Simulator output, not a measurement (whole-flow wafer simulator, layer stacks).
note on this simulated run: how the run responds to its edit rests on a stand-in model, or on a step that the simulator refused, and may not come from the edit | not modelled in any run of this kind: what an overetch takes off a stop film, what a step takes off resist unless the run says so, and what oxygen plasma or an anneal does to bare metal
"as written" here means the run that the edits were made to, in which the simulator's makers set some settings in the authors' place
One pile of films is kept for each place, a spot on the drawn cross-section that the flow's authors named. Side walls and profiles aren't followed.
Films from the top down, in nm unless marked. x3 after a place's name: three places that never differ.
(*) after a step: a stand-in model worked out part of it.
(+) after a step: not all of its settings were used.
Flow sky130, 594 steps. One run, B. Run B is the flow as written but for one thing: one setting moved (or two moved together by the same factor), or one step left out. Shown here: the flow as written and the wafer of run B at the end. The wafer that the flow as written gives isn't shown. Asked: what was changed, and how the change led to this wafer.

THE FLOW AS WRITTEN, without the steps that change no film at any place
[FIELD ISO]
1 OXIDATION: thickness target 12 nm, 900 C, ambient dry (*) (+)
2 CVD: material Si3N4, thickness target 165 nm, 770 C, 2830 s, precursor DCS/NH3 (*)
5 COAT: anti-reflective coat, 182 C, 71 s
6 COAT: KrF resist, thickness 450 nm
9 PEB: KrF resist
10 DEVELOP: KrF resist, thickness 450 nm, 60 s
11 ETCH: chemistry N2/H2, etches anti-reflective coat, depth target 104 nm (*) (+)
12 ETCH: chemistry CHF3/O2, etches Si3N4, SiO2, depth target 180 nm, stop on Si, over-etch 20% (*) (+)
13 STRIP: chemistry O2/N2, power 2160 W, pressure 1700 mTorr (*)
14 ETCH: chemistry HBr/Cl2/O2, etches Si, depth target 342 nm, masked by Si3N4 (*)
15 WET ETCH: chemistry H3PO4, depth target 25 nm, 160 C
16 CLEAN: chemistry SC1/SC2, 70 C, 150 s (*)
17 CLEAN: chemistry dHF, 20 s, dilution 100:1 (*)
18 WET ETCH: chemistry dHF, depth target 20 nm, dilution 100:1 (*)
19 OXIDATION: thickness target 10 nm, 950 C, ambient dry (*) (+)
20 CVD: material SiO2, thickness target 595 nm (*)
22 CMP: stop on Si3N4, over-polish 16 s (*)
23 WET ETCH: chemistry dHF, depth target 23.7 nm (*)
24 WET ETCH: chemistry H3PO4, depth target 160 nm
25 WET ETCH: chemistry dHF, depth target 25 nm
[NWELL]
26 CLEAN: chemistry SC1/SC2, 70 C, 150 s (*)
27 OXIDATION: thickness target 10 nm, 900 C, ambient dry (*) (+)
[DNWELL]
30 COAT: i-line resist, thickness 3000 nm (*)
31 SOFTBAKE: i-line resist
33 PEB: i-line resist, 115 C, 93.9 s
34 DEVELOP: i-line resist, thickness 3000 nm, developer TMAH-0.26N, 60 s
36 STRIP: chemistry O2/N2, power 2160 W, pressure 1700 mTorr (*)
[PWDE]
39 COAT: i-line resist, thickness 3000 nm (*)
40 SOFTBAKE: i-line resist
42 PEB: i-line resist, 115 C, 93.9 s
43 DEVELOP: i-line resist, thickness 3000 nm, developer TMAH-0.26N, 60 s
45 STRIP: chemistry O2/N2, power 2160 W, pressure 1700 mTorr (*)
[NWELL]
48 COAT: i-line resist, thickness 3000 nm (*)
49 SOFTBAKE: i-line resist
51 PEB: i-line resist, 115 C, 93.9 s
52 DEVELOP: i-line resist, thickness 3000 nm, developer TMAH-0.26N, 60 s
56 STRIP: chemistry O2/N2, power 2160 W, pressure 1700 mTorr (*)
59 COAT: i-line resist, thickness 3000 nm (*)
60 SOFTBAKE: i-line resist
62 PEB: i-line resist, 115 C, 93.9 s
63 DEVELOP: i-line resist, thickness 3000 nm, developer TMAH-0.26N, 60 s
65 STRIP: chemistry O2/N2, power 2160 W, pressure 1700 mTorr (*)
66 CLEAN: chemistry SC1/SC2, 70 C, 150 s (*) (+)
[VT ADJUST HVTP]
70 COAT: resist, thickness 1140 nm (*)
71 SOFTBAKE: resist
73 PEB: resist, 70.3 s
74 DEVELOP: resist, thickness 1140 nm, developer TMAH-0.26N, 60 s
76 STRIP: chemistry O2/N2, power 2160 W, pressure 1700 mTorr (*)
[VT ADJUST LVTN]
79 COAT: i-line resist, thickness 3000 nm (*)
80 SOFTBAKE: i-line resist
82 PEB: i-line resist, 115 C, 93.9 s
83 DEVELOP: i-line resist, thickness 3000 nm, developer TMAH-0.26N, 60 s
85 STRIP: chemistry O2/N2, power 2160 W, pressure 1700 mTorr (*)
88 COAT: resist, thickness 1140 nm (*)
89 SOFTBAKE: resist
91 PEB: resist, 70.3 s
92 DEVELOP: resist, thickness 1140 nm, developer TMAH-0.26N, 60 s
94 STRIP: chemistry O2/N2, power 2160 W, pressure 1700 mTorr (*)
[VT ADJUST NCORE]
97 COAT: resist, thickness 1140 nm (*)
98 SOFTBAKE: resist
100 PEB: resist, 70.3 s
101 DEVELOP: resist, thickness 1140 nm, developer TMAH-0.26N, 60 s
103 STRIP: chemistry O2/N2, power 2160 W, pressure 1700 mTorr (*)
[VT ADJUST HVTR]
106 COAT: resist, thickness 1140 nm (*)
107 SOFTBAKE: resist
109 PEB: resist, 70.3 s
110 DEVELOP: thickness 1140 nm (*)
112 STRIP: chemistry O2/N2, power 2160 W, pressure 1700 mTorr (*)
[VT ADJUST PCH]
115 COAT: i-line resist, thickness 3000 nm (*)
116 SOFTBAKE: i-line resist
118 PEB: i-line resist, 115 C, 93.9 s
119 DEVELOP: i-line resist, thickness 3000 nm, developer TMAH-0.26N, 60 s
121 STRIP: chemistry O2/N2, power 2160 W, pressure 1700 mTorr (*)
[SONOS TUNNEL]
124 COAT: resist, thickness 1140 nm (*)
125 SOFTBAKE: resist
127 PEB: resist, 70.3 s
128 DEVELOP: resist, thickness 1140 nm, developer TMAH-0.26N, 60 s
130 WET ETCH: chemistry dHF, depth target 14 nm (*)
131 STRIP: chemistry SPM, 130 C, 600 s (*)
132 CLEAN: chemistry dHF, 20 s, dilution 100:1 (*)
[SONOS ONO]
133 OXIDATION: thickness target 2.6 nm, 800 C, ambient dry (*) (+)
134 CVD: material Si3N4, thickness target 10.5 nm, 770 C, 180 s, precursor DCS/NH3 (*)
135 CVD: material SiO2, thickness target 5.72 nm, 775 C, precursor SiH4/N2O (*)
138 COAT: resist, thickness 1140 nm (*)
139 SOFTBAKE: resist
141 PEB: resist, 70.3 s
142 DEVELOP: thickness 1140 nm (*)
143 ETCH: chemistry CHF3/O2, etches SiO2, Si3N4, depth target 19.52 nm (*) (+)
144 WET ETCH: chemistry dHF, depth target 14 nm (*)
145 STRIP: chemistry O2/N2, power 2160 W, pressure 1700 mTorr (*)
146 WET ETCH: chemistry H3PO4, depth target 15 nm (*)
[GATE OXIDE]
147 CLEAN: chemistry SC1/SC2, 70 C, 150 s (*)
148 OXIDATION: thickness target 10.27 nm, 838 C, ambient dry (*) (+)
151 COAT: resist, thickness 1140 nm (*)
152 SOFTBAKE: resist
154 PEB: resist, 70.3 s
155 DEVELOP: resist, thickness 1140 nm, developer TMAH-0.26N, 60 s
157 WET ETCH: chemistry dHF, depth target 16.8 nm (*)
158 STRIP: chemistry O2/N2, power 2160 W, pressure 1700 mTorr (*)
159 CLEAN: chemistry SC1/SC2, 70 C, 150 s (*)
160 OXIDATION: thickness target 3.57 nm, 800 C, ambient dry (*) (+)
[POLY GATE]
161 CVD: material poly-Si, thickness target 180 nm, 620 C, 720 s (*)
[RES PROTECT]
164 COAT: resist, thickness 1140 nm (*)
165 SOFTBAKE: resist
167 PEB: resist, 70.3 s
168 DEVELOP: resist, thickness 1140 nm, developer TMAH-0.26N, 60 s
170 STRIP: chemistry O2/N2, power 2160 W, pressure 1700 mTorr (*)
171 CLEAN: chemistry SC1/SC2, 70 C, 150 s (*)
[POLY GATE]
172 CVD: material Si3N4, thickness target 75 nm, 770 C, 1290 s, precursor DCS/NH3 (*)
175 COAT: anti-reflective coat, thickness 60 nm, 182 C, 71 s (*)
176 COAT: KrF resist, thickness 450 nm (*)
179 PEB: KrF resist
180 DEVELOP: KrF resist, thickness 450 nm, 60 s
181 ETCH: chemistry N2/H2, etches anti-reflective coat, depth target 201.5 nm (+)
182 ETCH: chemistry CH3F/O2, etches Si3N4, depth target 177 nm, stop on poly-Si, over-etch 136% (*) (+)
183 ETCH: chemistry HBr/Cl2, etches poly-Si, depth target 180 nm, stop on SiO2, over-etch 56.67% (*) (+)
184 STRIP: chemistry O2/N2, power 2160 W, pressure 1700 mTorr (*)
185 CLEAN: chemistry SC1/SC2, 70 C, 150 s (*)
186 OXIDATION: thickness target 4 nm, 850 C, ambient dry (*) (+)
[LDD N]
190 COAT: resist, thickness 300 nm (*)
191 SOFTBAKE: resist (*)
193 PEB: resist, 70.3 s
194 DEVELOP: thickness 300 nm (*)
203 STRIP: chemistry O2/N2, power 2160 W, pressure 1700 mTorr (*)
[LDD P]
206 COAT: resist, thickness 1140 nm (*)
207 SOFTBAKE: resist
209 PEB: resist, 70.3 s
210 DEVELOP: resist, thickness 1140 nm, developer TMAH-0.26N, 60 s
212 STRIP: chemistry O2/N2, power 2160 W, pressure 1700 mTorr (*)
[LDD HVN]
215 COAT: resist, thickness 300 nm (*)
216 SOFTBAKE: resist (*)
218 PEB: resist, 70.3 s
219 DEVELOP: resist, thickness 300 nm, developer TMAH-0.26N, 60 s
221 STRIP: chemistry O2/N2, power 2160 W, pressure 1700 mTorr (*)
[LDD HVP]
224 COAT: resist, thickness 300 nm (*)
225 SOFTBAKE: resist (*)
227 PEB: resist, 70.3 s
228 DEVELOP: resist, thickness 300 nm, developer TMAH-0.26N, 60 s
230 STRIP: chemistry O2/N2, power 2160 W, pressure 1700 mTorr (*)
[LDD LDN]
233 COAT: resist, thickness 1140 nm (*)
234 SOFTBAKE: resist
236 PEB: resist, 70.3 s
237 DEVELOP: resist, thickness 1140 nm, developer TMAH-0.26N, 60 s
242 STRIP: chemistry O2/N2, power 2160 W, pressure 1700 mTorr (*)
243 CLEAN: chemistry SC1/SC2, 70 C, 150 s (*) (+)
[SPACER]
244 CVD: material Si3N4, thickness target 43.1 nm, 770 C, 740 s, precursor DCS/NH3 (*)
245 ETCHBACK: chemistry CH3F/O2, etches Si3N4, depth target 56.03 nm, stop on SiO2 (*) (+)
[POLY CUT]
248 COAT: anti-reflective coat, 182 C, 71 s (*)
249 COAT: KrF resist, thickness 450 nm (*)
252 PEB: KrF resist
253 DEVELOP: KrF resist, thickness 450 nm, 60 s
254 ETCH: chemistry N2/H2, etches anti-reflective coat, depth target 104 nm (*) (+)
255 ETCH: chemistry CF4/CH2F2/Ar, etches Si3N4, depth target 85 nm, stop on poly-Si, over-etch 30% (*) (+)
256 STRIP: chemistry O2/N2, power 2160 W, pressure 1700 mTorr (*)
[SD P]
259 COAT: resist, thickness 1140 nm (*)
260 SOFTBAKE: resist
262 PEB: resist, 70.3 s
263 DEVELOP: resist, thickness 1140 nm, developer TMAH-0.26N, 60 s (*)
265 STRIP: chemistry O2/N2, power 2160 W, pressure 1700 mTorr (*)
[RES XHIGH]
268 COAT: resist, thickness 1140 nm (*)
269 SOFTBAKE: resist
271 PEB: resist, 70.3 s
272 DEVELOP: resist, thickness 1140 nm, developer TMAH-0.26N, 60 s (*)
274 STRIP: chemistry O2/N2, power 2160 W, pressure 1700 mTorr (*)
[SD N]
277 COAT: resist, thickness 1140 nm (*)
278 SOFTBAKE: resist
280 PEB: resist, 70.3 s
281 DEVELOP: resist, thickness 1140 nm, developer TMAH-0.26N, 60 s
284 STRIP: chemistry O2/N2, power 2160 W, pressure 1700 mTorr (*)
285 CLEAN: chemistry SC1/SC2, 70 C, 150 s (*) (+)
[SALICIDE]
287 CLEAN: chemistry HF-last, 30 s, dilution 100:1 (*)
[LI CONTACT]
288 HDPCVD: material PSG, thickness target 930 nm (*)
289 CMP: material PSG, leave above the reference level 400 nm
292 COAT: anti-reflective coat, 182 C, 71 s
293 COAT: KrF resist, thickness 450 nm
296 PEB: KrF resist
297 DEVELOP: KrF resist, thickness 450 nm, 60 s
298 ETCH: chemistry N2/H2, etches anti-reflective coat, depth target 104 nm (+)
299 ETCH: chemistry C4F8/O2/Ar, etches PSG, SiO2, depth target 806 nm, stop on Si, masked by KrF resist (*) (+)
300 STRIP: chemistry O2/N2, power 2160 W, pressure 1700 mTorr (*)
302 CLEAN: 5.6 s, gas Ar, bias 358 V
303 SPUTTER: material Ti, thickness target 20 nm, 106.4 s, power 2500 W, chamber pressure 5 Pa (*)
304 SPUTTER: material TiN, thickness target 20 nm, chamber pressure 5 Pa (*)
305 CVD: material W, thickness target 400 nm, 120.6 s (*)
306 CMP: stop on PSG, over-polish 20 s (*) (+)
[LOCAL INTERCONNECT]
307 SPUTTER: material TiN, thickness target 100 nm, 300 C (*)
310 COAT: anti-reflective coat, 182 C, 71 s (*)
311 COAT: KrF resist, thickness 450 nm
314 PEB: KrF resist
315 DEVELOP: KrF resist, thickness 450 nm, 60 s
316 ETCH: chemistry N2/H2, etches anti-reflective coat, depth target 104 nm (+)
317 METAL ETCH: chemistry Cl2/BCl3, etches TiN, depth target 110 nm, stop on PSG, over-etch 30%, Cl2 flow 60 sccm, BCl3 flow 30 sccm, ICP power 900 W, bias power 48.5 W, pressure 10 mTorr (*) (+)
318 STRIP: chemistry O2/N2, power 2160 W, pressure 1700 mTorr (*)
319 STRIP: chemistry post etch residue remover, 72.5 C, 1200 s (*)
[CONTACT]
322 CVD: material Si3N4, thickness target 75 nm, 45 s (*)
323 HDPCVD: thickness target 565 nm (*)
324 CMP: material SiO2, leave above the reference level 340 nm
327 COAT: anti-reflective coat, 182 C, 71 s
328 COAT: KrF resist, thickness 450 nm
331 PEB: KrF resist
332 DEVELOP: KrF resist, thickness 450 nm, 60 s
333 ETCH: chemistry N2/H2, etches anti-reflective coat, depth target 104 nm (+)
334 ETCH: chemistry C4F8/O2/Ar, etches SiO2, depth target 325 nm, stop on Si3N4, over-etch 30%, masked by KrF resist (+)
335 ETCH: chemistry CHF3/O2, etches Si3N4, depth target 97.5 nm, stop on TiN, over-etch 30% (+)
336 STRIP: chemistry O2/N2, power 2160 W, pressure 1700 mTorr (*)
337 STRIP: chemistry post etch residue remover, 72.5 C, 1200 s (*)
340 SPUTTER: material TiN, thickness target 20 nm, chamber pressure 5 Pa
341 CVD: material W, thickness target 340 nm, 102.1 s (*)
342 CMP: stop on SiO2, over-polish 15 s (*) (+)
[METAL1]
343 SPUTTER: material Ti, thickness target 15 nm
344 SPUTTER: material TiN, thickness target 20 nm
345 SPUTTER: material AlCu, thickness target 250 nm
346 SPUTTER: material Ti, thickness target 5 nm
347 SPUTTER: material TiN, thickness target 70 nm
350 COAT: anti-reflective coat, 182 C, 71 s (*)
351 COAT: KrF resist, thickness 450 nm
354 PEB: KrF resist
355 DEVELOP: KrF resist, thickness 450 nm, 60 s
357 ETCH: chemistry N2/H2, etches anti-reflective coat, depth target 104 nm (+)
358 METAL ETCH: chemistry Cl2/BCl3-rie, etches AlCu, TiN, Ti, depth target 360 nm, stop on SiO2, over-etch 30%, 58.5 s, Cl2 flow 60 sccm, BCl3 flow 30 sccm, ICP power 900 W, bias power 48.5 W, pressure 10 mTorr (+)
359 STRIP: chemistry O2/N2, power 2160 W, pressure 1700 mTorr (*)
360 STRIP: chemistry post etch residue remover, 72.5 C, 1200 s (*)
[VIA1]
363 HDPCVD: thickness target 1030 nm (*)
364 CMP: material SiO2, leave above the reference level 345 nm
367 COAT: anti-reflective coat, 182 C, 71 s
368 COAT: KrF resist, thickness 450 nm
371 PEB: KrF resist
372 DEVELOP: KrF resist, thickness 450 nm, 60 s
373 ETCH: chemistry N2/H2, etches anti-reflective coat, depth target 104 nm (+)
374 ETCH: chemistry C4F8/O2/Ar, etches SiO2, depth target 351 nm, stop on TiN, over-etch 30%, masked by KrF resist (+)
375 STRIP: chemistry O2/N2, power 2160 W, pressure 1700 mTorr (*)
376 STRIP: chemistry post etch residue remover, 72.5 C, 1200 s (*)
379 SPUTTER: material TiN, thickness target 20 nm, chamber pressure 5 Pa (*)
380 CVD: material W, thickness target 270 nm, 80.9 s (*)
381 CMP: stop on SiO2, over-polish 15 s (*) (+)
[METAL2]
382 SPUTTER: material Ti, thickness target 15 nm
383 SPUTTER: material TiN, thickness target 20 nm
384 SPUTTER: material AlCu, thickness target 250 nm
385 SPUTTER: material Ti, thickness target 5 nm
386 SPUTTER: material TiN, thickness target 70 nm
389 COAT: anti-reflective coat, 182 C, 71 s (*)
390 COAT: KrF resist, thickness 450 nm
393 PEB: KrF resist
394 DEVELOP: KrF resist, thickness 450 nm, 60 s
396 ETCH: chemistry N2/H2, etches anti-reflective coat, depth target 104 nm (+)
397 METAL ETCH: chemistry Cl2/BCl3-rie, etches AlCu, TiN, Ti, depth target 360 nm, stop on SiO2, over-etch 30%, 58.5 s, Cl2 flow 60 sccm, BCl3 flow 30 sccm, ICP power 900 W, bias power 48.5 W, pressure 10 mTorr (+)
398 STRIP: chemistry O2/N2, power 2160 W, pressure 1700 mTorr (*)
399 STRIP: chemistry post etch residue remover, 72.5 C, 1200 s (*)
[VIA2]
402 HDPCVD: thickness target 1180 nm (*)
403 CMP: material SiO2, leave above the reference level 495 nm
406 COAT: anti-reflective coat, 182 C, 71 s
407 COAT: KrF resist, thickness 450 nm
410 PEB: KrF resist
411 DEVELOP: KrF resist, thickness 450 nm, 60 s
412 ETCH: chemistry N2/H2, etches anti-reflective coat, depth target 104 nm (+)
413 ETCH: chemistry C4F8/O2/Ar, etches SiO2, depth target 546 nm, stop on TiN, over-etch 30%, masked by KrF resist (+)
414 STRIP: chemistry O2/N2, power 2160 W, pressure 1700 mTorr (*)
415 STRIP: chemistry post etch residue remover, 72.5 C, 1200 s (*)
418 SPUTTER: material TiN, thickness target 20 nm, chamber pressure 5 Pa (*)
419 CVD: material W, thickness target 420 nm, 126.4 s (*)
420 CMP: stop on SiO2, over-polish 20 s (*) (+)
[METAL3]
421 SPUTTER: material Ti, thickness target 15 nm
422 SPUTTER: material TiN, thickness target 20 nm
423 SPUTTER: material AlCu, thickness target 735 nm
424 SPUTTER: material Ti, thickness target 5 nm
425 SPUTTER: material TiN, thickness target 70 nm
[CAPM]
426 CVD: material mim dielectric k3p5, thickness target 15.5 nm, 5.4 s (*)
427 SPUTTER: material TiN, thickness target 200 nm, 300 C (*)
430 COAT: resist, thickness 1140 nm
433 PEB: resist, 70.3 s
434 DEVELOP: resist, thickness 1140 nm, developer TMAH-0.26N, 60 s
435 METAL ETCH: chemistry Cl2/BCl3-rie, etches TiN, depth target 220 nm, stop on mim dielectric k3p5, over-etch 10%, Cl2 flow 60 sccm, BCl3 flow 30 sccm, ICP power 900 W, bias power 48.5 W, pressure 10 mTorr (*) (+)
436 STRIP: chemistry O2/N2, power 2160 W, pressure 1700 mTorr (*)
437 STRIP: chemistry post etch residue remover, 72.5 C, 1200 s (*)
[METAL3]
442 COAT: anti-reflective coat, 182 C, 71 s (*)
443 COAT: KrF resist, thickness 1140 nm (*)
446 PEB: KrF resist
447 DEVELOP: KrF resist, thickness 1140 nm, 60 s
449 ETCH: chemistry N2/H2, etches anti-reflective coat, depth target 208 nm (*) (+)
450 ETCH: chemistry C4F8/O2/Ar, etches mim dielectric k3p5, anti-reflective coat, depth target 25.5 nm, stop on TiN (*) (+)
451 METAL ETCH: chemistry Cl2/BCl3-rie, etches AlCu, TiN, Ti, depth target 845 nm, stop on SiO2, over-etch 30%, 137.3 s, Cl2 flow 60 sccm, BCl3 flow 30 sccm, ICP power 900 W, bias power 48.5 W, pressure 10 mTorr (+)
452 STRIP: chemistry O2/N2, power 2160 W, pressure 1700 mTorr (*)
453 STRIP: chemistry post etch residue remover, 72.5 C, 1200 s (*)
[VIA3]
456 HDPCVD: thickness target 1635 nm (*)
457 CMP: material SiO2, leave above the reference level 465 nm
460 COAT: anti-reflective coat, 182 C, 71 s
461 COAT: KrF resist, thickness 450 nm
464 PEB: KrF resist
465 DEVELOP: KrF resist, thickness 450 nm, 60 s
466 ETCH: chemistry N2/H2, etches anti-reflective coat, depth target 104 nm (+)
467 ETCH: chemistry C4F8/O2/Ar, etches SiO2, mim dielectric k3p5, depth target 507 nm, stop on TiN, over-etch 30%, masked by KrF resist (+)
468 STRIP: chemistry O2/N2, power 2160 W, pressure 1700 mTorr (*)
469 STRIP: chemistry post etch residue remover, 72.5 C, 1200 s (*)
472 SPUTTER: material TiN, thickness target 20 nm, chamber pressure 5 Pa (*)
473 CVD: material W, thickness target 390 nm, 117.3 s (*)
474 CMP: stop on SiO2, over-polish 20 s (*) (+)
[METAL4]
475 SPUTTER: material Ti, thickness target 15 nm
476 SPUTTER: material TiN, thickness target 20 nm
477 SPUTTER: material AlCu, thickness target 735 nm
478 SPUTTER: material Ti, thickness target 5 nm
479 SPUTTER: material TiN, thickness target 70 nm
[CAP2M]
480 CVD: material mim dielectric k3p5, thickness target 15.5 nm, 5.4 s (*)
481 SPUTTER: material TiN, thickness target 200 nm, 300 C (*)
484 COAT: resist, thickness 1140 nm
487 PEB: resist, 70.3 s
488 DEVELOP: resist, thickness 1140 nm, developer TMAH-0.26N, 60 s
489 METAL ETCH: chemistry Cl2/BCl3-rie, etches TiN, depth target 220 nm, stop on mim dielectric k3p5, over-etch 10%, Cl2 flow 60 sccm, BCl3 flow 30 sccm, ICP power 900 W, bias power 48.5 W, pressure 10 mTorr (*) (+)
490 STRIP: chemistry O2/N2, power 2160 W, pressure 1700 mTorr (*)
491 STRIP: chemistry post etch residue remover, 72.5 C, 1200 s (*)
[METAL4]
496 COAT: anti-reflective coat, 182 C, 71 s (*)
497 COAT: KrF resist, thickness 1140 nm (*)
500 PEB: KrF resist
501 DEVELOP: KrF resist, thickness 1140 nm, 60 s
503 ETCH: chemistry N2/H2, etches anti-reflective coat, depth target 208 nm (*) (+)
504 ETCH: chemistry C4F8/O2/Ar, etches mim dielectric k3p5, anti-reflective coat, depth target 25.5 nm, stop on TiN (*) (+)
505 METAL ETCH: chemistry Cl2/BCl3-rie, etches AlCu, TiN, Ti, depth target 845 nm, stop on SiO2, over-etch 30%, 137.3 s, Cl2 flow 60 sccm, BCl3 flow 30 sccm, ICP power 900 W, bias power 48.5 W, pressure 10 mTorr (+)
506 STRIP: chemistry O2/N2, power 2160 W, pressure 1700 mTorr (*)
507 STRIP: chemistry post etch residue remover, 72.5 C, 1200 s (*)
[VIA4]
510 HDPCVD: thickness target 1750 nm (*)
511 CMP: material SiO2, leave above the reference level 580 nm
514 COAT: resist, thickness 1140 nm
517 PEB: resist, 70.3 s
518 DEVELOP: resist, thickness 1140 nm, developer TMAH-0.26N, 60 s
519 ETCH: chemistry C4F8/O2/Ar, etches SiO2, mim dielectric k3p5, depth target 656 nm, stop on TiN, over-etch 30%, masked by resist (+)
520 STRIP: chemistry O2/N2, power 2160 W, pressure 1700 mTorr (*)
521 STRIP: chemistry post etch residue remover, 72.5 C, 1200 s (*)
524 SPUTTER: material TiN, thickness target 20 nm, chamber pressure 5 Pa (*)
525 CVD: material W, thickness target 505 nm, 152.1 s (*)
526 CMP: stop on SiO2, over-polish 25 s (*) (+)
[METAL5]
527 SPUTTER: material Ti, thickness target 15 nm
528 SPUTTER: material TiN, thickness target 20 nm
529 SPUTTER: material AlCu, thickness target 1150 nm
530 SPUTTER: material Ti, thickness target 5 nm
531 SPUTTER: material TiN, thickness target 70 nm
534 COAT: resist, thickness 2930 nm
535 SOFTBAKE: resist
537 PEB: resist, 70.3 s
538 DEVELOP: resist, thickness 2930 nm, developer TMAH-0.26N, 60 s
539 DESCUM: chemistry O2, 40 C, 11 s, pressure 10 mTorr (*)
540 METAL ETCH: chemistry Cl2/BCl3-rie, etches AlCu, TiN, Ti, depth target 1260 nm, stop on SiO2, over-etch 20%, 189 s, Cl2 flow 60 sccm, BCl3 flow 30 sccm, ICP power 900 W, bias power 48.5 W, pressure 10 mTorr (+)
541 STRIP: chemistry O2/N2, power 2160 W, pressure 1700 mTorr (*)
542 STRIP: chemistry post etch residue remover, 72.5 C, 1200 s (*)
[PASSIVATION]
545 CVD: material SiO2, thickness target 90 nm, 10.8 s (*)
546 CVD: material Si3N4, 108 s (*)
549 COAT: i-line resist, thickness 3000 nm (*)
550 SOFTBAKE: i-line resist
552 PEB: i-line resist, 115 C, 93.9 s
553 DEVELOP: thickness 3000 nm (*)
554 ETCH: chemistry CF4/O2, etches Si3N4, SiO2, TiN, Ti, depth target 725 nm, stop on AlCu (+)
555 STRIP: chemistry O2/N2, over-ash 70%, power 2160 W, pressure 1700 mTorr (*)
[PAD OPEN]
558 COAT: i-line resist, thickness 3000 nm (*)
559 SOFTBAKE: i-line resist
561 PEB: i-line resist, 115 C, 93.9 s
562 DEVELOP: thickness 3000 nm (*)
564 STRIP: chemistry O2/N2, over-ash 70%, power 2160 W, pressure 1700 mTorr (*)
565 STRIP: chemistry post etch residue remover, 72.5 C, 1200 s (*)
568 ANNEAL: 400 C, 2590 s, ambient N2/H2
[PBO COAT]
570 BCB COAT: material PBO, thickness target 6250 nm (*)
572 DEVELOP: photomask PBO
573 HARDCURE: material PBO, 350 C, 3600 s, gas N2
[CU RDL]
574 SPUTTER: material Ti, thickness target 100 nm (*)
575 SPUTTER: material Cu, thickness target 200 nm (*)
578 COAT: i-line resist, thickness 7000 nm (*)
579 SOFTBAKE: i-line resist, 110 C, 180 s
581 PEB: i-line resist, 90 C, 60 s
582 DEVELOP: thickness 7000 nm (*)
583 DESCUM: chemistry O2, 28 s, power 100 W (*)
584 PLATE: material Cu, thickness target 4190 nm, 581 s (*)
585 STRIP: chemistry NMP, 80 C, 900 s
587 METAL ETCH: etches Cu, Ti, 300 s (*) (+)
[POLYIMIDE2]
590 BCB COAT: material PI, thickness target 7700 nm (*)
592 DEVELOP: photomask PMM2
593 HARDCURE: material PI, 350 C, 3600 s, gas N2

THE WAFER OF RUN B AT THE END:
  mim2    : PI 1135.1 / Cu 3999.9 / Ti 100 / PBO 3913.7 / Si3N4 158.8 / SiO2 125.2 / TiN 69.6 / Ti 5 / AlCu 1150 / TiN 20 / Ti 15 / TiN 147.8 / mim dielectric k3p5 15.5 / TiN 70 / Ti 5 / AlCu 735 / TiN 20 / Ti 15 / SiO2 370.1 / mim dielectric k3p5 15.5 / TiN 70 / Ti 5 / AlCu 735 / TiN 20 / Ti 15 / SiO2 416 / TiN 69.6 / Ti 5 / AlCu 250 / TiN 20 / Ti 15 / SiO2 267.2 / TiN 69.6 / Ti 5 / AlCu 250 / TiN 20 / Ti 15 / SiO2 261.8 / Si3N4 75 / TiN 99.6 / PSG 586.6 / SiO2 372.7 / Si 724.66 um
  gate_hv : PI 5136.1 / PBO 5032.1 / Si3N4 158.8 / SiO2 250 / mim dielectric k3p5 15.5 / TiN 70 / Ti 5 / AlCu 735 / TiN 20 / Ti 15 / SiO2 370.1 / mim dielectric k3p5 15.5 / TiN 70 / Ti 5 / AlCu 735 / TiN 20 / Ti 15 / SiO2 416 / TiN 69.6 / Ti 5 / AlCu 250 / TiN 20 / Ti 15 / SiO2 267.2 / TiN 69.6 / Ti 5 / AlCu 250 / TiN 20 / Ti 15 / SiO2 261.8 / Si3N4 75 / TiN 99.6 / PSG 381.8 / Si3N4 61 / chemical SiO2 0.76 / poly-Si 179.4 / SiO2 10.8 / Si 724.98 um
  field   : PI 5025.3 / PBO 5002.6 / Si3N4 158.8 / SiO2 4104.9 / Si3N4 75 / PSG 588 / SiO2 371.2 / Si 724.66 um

The cause: step 511, CMP: leave above the reference level 246 nm was run, where the flow has leave above the reference level 580 nm.

How the change led to this, step by step:
  511 CMP: material SiO2, leave above the reference level 580 nm
      mim2: SiO2 -1750 (all of it), TiN -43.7 (as written it would be: SiO2 -1459.7)
      n_well, p_well, gate_hv and 99 more: SiO2 -1594.5 (as written it would be: SiO2 -1260.5)
      (and at 90 more places)
  519 ETCH: chemistry C4F8/O2/Ar, etches SiO2, mim dielectric k3p5, depth target 656 nm, stop on TiN, over-etch 30%, masked by resist (+)
      field, active, n_well and 188 more: resist -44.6 (as written it would be: resist -131.2)
      m1: SiO2 -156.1 (all of it), mim dielectric k3p5 -15.5 (all of it) (as written it would be: SiO2 -490.1 (all of it), mim dielectric k3p5 -15.5 (all of it))
      (and at 1 more place)
  520 STRIP: chemistry O2/N2, power 2160 W, pressure 1700 mTorr (*)
      field, active, n_well and 188 more: resist -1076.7 (all of it) (as written it would be: resist -990.1 (all of it))
  524 SPUTTER: material TiN, thickness target 20 nm, chamber pressure 5 Pa (*)
      mim2: TiN +20 (as written it would be: TiN +20 (new film))
      m1, via4_hole: TiN +18 (as written it would be: TiN +15.3)
  525 CVD: material W, thickness target 505 nm, 152.1 s (*)
      m1: W +505 (new film) (as written it would be: W +1015.8 (new film))
      via4_hole: W +505 (new film) (as written it would be: W +1015.2 (new film))
  526 CMP: stop on SiO2, over-polish 25 s (*) (+)
      mim2: W -505 (all of it), TiN -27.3 (as written it would be: W -505 (all of it), TiN -20 (all of it), SiO2 -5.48)
      m1: W -358.7 (as written it would be: W -532.7)
      (and at 1 more place)
Counting metal films that touch as one body, mim2 has 7 bodies (between them, from the top down: PBO 3913.7 / Si3N4 158.8 / SiO2 125.2; mim dielectric k3p5 15.5; SiO2 370.1 / mim dielectric k3p5 15.5; SiO2 416; SiO2 267.2; SiO2 261.8 / Si3N4 75); the flow as written gives 8 bodies (between them, from the top down: PBO 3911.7 / Si3N4 158.8 / SiO2 125.2; SiO2 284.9; mim dielectric k3p5 15.5; SiO2 370.1 / mim dielectric k3p5 15.5; SiO2 416; SiO2 267.2; SiO2 261.8 / Si3N4 75).
